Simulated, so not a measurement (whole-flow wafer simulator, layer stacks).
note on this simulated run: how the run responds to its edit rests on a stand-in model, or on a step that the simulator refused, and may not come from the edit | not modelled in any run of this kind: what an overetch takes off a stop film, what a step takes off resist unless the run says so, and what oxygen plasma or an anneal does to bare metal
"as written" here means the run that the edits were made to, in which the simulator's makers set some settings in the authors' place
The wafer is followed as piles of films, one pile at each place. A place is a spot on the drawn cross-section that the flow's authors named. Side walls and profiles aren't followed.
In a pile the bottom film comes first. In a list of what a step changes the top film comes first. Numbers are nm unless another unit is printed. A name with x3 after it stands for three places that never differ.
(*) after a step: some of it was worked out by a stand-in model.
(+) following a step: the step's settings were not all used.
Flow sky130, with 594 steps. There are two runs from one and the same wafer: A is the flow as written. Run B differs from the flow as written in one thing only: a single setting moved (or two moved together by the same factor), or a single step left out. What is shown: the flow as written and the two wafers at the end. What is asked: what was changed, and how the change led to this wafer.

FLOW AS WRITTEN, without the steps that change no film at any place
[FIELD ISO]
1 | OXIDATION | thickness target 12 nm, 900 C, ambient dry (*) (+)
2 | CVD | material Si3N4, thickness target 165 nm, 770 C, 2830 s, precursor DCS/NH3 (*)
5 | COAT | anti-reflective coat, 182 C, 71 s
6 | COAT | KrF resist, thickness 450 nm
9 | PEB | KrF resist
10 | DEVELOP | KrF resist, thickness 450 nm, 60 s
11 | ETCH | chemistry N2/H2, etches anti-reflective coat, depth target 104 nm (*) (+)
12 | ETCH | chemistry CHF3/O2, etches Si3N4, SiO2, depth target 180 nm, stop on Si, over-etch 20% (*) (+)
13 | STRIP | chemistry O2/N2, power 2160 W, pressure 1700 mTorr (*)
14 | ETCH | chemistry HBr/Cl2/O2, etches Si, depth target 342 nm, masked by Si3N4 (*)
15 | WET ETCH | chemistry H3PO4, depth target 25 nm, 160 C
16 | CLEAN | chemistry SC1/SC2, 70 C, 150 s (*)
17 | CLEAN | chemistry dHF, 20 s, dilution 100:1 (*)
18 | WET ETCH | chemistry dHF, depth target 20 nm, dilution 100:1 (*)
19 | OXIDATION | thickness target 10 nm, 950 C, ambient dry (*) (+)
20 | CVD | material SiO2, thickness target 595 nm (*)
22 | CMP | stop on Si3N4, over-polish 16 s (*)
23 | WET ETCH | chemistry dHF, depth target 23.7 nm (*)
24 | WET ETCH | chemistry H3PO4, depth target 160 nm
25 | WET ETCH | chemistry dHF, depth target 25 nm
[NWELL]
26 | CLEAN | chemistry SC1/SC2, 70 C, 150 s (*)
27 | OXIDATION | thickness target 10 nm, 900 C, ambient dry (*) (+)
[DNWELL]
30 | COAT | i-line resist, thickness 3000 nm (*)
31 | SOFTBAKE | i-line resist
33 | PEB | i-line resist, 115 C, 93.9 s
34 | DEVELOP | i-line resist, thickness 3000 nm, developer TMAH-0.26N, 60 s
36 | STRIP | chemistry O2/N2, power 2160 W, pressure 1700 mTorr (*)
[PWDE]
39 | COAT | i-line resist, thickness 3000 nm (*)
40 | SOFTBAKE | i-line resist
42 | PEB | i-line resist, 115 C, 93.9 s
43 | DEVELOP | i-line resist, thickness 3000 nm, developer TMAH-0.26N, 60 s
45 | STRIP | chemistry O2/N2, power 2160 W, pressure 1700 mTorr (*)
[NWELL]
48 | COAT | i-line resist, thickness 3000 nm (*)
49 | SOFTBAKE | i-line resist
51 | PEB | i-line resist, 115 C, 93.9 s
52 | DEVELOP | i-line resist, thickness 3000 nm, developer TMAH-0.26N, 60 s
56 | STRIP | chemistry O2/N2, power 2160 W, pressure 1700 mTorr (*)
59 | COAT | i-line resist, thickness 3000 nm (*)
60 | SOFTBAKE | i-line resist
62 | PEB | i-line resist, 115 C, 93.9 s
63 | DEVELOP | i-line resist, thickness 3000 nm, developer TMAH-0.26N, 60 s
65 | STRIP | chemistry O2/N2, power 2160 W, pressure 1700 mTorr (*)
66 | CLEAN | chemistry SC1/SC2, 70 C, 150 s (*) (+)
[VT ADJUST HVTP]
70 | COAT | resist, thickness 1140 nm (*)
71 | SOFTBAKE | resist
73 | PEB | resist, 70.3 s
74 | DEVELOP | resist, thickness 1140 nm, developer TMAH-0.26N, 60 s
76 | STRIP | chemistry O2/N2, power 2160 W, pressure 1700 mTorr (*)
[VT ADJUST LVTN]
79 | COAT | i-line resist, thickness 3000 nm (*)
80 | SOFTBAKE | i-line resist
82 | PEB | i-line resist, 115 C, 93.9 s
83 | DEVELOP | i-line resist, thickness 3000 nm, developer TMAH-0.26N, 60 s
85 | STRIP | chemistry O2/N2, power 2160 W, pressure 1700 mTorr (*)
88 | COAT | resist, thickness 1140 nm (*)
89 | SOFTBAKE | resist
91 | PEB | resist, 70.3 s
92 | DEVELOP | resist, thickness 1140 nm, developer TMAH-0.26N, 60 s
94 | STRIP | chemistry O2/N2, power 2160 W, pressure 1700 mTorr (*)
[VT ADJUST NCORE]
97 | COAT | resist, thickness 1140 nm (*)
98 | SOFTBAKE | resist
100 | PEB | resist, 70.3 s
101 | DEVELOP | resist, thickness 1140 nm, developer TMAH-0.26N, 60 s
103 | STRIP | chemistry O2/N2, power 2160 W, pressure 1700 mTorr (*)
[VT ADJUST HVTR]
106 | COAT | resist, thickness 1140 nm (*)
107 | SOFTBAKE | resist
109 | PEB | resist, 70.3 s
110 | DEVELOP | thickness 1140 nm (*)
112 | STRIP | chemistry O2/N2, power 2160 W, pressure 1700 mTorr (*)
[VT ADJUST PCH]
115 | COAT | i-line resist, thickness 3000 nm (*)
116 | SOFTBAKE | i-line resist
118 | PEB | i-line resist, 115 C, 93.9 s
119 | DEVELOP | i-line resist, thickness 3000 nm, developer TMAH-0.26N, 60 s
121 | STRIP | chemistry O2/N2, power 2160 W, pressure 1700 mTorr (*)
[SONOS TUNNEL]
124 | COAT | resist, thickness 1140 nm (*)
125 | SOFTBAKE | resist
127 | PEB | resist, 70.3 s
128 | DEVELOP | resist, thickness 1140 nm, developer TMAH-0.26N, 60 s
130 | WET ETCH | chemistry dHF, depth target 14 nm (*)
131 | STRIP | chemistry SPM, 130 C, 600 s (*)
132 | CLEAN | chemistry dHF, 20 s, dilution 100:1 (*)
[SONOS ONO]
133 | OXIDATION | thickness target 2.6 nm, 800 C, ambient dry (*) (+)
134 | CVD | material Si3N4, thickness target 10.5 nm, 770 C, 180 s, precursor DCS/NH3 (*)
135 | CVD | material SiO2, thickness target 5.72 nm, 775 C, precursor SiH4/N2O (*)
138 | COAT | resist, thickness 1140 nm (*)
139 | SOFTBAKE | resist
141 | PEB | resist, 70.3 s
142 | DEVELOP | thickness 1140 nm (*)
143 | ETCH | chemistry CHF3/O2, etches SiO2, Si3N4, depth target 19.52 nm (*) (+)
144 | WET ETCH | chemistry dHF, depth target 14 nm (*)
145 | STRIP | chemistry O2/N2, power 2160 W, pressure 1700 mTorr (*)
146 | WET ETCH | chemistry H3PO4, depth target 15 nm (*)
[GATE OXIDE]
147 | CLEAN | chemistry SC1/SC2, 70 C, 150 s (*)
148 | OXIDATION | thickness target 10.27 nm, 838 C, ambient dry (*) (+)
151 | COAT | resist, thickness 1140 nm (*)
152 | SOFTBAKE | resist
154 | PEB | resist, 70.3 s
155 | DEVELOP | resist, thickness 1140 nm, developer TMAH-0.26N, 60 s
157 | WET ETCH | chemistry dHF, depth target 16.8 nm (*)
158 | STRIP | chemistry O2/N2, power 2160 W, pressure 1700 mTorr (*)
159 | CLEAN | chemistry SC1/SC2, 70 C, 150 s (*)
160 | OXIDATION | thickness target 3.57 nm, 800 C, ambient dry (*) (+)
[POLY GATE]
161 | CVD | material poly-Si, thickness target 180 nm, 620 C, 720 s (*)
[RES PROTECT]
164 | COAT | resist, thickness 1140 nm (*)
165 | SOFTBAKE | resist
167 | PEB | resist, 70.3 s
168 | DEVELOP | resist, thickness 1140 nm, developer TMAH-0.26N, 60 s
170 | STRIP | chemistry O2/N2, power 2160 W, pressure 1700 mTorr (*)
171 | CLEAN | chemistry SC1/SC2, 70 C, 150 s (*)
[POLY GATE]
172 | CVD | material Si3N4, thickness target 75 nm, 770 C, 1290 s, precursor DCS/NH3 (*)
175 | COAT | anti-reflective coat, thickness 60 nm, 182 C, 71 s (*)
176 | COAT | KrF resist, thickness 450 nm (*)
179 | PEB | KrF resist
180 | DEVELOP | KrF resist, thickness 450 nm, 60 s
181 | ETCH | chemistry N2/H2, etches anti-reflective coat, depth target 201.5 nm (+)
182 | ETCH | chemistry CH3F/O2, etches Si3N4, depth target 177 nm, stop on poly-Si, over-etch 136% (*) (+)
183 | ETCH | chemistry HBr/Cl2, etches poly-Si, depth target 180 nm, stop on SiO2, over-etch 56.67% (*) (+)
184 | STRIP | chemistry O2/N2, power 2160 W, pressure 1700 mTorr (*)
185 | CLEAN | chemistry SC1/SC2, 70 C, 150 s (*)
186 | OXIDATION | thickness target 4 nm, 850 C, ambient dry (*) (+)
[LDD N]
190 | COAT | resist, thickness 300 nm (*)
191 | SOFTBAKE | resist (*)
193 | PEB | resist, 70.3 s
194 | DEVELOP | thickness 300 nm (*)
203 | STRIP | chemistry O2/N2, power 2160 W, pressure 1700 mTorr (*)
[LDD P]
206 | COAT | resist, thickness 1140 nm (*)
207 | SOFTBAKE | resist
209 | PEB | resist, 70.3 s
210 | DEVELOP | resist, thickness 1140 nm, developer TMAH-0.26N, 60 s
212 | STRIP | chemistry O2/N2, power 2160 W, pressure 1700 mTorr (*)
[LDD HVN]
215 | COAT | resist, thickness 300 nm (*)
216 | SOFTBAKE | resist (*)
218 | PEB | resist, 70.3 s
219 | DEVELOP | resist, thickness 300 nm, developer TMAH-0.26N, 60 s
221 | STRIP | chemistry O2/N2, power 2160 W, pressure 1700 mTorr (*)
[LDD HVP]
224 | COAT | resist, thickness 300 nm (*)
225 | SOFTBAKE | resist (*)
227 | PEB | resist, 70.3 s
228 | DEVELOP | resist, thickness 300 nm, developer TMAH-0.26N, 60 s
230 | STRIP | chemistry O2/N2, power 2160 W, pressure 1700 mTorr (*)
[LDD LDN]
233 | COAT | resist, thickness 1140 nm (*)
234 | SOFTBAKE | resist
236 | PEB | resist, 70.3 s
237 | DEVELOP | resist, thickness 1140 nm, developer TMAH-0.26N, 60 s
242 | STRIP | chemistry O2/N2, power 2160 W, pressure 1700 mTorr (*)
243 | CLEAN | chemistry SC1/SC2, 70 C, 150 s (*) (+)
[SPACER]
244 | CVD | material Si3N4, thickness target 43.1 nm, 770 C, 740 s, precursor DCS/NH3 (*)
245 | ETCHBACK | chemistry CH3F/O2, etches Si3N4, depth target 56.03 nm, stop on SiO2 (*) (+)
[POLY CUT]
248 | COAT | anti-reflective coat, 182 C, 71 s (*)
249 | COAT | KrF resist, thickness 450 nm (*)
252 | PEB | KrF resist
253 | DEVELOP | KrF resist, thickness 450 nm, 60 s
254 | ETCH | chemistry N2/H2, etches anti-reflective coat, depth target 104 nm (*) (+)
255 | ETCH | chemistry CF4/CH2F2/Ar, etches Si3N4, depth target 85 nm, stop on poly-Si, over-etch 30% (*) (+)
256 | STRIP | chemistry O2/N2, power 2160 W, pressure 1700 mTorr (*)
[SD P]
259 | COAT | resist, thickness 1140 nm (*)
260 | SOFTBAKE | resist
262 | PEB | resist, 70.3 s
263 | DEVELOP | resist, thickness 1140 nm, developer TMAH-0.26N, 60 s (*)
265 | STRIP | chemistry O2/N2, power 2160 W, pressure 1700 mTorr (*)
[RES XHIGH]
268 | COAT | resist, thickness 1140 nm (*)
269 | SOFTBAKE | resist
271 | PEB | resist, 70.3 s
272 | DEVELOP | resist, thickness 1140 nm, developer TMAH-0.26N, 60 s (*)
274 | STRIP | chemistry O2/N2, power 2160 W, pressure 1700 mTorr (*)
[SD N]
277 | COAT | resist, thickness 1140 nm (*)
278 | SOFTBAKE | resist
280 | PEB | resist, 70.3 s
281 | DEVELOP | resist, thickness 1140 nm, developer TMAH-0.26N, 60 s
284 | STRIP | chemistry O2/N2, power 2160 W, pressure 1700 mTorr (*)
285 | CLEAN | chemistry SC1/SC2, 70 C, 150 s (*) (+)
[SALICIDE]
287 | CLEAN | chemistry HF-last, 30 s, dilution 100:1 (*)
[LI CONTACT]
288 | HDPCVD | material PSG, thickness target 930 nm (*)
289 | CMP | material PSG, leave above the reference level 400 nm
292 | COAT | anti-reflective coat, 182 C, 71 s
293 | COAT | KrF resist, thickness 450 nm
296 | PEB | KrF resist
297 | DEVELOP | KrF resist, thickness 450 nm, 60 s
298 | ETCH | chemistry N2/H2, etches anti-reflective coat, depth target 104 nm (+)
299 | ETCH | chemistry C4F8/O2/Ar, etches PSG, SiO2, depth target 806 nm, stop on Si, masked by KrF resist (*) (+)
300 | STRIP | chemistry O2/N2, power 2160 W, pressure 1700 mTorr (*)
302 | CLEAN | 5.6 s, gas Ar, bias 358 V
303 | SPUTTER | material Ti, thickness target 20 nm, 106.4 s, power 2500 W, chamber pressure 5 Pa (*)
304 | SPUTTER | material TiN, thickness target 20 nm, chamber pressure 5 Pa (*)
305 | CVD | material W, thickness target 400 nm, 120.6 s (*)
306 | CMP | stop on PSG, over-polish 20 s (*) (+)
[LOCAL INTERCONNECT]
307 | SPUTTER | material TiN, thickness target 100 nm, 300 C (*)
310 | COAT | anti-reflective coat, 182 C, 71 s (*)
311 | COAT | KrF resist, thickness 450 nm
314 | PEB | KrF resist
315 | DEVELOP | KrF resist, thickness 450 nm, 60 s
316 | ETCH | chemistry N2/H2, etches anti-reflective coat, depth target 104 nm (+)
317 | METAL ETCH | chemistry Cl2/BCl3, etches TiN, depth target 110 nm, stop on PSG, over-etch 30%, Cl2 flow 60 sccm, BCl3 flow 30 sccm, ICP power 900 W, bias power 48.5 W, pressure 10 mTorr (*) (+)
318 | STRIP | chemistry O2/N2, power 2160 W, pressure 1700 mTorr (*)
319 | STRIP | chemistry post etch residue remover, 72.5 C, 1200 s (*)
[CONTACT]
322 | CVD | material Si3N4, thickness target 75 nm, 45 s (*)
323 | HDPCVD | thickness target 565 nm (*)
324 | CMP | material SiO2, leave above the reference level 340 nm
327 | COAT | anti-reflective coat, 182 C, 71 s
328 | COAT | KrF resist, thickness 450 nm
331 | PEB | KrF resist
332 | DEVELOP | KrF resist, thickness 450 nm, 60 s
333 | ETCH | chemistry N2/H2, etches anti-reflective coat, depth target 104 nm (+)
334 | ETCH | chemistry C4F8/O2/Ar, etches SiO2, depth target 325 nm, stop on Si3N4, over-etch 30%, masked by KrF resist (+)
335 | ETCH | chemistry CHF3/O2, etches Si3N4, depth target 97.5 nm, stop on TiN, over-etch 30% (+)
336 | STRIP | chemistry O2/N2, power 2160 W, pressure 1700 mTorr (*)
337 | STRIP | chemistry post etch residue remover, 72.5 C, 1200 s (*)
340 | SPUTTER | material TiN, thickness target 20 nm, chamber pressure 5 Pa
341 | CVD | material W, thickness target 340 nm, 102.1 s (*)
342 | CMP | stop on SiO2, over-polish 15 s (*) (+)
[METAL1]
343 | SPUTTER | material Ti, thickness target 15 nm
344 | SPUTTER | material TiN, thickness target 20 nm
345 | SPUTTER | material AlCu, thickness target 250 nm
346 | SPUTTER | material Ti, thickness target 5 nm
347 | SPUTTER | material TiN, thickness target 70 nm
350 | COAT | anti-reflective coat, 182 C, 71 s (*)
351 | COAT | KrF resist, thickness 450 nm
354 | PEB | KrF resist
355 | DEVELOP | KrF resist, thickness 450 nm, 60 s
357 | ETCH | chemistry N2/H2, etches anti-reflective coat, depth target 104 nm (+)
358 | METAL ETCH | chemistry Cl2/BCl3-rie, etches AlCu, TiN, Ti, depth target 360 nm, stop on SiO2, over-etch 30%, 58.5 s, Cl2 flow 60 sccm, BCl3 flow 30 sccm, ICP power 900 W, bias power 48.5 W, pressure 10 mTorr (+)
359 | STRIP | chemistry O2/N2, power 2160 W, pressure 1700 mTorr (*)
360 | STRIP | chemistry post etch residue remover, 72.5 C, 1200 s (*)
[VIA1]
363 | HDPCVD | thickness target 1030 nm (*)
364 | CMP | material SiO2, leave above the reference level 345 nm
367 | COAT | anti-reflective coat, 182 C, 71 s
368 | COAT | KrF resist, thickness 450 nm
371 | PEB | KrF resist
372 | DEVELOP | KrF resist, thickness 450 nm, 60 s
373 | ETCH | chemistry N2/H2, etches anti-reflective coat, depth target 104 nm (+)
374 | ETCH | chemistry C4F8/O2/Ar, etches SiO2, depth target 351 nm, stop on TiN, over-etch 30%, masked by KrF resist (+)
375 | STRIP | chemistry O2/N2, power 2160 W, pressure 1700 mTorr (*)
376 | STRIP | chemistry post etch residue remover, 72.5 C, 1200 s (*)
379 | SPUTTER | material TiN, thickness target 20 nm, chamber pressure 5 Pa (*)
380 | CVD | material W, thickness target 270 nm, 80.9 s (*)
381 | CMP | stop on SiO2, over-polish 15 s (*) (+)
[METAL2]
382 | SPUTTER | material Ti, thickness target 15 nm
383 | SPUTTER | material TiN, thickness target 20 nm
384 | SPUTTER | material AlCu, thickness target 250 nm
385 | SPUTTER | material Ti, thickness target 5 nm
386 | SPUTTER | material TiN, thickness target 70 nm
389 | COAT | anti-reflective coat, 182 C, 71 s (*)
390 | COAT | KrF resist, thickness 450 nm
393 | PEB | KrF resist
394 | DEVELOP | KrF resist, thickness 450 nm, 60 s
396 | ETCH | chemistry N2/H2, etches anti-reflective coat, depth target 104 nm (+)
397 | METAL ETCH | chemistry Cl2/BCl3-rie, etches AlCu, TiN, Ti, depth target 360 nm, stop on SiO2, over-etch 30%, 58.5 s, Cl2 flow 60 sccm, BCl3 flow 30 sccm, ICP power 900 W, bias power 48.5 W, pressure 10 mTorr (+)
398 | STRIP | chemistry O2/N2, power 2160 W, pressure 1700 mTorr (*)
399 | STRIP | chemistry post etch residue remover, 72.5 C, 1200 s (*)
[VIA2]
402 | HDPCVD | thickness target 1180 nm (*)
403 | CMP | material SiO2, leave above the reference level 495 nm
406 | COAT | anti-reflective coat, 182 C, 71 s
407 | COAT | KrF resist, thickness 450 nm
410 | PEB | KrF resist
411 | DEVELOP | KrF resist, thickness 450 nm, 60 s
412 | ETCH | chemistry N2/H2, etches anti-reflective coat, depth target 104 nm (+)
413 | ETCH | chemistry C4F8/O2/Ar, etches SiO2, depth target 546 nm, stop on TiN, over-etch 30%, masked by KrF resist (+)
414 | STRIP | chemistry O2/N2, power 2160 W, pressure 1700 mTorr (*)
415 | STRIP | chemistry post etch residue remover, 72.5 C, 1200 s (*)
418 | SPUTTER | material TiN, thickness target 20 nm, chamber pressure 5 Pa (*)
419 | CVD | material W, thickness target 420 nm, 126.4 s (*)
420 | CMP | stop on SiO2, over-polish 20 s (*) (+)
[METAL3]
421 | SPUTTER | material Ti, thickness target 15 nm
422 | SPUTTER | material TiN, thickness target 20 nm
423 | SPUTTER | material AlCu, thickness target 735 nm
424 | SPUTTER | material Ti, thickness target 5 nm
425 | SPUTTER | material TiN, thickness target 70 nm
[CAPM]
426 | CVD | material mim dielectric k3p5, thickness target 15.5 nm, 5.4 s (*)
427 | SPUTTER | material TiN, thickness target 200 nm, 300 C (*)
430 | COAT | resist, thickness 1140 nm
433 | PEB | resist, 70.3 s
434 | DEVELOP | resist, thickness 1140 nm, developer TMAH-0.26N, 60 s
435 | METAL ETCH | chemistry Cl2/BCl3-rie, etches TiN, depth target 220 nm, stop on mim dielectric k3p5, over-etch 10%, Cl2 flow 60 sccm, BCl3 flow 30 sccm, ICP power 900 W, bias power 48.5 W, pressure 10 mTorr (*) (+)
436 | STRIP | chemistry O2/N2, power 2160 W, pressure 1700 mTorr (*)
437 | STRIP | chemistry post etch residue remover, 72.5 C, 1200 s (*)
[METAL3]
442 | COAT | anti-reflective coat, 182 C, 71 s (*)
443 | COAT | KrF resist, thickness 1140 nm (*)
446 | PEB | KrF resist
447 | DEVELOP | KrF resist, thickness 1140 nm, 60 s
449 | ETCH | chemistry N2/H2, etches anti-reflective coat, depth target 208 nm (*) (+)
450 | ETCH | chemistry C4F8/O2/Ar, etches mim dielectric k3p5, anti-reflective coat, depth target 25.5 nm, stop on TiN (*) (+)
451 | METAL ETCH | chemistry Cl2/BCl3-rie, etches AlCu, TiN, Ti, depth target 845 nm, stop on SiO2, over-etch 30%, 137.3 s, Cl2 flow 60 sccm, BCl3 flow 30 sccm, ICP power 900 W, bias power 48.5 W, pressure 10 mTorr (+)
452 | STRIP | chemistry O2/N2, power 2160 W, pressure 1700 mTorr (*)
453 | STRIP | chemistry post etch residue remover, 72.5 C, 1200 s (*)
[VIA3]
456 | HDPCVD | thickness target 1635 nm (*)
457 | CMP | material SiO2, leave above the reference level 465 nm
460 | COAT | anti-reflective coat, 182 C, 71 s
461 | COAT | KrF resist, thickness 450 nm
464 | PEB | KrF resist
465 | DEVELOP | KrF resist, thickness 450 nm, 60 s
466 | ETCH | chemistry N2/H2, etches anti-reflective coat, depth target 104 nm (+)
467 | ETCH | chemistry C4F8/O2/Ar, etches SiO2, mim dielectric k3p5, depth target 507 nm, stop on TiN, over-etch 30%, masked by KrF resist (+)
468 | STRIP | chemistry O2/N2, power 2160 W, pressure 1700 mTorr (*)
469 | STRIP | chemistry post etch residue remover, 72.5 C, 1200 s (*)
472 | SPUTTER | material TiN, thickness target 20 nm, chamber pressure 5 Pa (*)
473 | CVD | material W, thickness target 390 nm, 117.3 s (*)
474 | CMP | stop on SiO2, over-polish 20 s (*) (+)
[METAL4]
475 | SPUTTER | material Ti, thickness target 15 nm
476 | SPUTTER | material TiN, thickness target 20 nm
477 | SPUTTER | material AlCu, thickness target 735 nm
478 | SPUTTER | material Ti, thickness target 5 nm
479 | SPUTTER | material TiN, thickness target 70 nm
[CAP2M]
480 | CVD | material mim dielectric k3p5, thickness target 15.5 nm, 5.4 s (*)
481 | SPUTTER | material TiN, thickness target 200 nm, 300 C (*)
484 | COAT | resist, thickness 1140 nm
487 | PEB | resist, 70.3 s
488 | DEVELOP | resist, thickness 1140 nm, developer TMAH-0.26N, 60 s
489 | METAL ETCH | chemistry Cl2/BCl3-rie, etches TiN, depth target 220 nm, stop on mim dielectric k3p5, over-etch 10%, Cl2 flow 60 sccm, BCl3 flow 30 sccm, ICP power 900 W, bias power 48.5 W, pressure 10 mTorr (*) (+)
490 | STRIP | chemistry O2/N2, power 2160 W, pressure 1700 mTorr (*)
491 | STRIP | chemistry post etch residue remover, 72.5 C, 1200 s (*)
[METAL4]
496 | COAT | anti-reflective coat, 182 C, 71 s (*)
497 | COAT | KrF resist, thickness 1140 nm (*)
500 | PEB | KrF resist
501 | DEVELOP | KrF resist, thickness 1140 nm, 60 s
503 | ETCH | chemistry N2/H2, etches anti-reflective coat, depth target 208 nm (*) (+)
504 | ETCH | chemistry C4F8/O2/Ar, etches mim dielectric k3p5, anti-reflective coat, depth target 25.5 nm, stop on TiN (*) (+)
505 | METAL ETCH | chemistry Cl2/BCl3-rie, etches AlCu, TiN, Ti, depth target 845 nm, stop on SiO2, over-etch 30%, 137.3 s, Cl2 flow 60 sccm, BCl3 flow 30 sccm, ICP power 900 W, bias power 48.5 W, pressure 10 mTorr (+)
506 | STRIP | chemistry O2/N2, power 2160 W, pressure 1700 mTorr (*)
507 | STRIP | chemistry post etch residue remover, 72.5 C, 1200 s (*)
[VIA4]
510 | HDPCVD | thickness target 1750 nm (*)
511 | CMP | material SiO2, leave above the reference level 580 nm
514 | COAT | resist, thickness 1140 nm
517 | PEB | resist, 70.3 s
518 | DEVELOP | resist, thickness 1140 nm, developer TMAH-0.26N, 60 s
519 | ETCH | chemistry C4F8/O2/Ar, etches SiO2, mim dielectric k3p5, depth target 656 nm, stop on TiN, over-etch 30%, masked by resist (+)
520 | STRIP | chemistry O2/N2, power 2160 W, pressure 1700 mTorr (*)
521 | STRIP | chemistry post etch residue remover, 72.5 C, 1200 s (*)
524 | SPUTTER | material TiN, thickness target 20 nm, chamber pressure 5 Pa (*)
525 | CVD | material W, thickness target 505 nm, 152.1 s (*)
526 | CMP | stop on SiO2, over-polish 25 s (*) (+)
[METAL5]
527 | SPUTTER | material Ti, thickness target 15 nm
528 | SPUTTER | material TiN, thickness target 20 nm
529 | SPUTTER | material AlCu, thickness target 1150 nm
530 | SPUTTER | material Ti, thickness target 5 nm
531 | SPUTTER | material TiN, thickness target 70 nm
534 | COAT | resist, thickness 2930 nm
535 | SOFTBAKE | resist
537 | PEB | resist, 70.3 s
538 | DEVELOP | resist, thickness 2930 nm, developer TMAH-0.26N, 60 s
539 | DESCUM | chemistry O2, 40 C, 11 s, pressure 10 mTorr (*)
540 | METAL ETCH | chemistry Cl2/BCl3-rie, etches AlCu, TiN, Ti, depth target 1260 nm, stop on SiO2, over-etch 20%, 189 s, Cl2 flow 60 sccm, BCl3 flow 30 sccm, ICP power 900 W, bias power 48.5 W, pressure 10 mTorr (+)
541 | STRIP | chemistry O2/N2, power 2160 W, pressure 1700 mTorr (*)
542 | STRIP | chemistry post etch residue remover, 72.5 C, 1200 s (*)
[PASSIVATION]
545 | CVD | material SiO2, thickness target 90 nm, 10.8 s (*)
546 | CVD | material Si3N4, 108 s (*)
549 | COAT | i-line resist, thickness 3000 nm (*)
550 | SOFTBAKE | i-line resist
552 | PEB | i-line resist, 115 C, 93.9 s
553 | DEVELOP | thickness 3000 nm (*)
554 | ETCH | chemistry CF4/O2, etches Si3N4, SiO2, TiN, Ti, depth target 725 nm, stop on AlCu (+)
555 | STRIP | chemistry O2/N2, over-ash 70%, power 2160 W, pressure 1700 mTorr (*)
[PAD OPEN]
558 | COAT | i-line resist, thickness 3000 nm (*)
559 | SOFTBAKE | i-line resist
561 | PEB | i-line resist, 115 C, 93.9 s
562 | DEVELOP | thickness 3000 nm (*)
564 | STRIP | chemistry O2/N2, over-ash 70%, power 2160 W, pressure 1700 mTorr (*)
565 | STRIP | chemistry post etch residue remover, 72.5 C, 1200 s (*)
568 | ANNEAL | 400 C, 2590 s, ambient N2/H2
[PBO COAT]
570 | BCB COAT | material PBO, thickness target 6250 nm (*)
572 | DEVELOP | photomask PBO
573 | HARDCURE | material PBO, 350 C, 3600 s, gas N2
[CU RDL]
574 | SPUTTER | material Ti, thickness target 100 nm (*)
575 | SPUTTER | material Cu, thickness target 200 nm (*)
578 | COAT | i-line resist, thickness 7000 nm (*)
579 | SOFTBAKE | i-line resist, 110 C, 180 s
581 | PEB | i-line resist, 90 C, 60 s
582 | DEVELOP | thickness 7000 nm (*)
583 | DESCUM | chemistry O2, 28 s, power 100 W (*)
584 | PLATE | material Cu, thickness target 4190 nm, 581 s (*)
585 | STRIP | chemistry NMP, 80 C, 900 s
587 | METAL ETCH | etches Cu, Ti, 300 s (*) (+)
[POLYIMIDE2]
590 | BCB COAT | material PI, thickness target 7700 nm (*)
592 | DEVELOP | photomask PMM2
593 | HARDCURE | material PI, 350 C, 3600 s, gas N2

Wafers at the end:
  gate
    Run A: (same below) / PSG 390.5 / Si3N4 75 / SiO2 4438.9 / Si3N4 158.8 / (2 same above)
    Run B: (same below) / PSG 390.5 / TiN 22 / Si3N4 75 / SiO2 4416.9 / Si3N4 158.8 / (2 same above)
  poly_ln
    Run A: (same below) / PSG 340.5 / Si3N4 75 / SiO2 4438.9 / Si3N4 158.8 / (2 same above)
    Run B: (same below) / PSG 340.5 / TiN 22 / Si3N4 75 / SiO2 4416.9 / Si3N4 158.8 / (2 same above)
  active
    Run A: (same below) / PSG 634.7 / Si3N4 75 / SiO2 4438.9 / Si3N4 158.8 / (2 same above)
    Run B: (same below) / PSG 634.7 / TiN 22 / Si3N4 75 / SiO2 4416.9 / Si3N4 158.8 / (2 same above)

Cause: step 316, ETCH: depth target 57.2 nm was run, while the flow as written has depth target 104 nm.

How this came from the change, step by step:
  316 | ETCH | chemistry N2/H2, etches anti-reflective coat, depth target 104 nm (+)
      field, active, gate and 87 more: A anti-reflective coat loses 80 (all of it), TiN loses 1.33 | B anti-reflective coat loses 57.2
      rpo_hd: A anti-reflective coat loses 80 (all of it), TiN loses 1.34 | B anti-reflective coat loses 57.2
      (as well as at 100 more places)
  317 | METAL ETCH | chemistry Cl2/BCl3, etches TiN, depth target 110 nm, stop on PSG, over-etch 30%, Cl2 flow 60 sccm, BCl3 flow 30 sccm, ICP power 900 W, bias power 48.5 W, pressure 10 mTorr (*) (+)
      field, active, gate and 84 more: A TiN loses 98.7 (all of it) | B anti-reflective coat loses 22.8 (all of it), TiN loses 77.5
      rpo_hd, rpm_encl, rpm_encl_psd, iso_guard_nsd_tip: A TiN loses 98.7 (all of it) | B anti-reflective coat loses 22.8 (all of it), TiN loses 77.6
  318 | STRIP | chemistry O2/N2, power 2160 W, pressure 1700 mTorr (*)
      n_well, p_well, gate_hv and 93 more: A KrF resist loses 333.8 (all of it), anti-reflective coat loses 80 (all of it) | B KrF resist loses 359.8 (all of it), anti-reflective coat loses 80 (all of it)
      poly_licon, ndiff_licon, ndiff_licon_cpp, rpo_hd_licon: A KrF resist loses 333.9 (all of it), anti-reflective coat loses 80.5 (all of it) | B KrF resist loses 359.9 (all of it), anti-reflective coat loses 80.5 (all of it)
  324 | CMP | material SiO2, leave above the reference level 340 nm
      field, active, gate and 84 more: A SiO2 loses 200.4 | B SiO2 loses 222.5
      rpo_hd, rpm_encl, rpm_encl_psd, iso_guard_nsd_tip: A SiO2 loses 200.4 | B SiO2 loses 222.4
If metal films that touch count as one body, gate has 1 body; the flow as written gives 0 bodies.
If metal films that touch count as one body, poly_ln has 1 body; the flow as written gives 0 bodies.
If metal films that touch count as one body, active has 1 body; the flow as written gives 0 bodies.
